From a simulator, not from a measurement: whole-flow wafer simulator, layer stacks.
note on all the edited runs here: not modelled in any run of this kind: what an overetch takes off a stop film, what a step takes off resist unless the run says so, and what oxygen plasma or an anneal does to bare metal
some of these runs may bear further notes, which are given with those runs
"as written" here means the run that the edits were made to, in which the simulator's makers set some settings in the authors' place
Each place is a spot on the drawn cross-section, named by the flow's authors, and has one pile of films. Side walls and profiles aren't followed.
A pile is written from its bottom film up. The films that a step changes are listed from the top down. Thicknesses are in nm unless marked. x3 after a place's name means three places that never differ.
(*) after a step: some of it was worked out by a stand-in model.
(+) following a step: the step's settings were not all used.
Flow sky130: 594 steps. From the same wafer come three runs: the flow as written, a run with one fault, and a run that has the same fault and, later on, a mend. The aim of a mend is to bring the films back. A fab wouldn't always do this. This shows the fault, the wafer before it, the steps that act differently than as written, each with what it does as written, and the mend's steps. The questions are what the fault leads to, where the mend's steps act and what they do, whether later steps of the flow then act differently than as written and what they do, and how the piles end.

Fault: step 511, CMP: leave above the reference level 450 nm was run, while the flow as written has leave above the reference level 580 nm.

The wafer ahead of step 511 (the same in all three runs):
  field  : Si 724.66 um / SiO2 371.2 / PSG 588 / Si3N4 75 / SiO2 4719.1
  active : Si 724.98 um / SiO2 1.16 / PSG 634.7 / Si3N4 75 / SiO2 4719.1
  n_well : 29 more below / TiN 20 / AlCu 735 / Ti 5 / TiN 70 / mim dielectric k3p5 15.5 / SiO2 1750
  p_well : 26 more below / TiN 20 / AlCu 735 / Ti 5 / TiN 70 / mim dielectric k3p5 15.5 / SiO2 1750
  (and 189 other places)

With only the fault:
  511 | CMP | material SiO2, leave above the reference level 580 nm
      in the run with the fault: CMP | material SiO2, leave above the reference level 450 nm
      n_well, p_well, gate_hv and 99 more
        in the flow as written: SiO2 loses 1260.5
        in the run with the fault: SiO2 loses 1390.5
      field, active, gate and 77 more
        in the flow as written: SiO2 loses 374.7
        in the run with the fault: SiO2 loses 504.7
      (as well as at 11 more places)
  Steps later in the flow that act otherwise than as written:
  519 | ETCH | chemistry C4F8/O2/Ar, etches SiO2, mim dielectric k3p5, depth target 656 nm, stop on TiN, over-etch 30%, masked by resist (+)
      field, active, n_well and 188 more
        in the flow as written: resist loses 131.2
        in the run with the fault: resist loses 97.7
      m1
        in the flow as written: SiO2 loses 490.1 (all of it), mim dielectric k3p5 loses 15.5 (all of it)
        in the run with the fault: SiO2 loses 360.1 (all of it), mim dielectric k3p5 loses 15.5 (all of it)
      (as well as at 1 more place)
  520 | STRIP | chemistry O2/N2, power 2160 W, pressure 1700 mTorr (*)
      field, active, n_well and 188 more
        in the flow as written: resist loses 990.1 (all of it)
        in the run with the fault: resist loses 1023.6 (all of it)
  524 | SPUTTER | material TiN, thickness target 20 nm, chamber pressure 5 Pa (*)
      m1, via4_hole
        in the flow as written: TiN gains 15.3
        in the run with the fault: TiN gains 16.2
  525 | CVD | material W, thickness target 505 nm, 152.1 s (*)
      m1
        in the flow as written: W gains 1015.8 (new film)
        in the run with the fault: W gains 688.1 (new film)
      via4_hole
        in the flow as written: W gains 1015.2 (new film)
        in the run with the fault: W gains 689.2 (new film)
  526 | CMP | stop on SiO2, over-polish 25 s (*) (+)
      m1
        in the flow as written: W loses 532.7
        in the run with the fault: W loses 335.9
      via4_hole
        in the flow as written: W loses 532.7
        in the run with the fault: W loses 337.6
  By the end, the piles at field, active, n_well and 190 more depart from the flow's by more than 2% or 0.5 nm, whichever is larger.
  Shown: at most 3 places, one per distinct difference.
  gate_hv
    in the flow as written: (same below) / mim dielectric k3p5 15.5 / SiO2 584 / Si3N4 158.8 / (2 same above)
    in the run with the fault: (same below) / mim dielectric k3p5 15.5 / SiO2 454 / Si3N4 158.8 / (2 same above)
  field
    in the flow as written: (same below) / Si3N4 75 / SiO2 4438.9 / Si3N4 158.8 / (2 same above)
    in the run with the fault: (same below) / Si3N4 75 / SiO2 4308.9 / Si3N4 158.8 / (2 same above)
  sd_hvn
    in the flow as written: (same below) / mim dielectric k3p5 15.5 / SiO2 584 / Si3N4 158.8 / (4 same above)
    in the run with the fault: (same below) / mim dielectric k3p5 15.5 / SiO2 454 / Si3N4 158.8 / (4 same above)

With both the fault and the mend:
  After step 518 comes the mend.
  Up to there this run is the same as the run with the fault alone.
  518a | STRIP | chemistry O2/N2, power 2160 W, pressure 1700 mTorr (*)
      field, active, n_well and 188 more
        resist loses 1121.3 (all of it)
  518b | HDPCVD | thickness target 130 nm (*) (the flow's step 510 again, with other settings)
      field, active, n_well and 190 more
        SiO2 gains 130
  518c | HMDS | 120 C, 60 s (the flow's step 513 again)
      does not change any film at any place that is followed
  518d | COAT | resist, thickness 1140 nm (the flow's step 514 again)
      field, active, n_well and 190 more
        resist gains 1140 (new film)
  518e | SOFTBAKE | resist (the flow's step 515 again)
      does not change any film at any place that is followed
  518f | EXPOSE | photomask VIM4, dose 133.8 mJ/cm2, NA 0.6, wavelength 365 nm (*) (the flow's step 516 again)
      does not change any film at any place that is followed
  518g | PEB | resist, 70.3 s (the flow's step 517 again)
      field, active, n_well and 190 more
        resist loses 18.7
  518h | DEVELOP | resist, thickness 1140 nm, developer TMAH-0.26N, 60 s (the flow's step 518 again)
      m1, via4_hole
        resist loses 1121.3 (all of it)
  None of the later steps of the flow acts differently than as written at any place that is followed.
  The piles end the same as the flow's at every place that both follow.
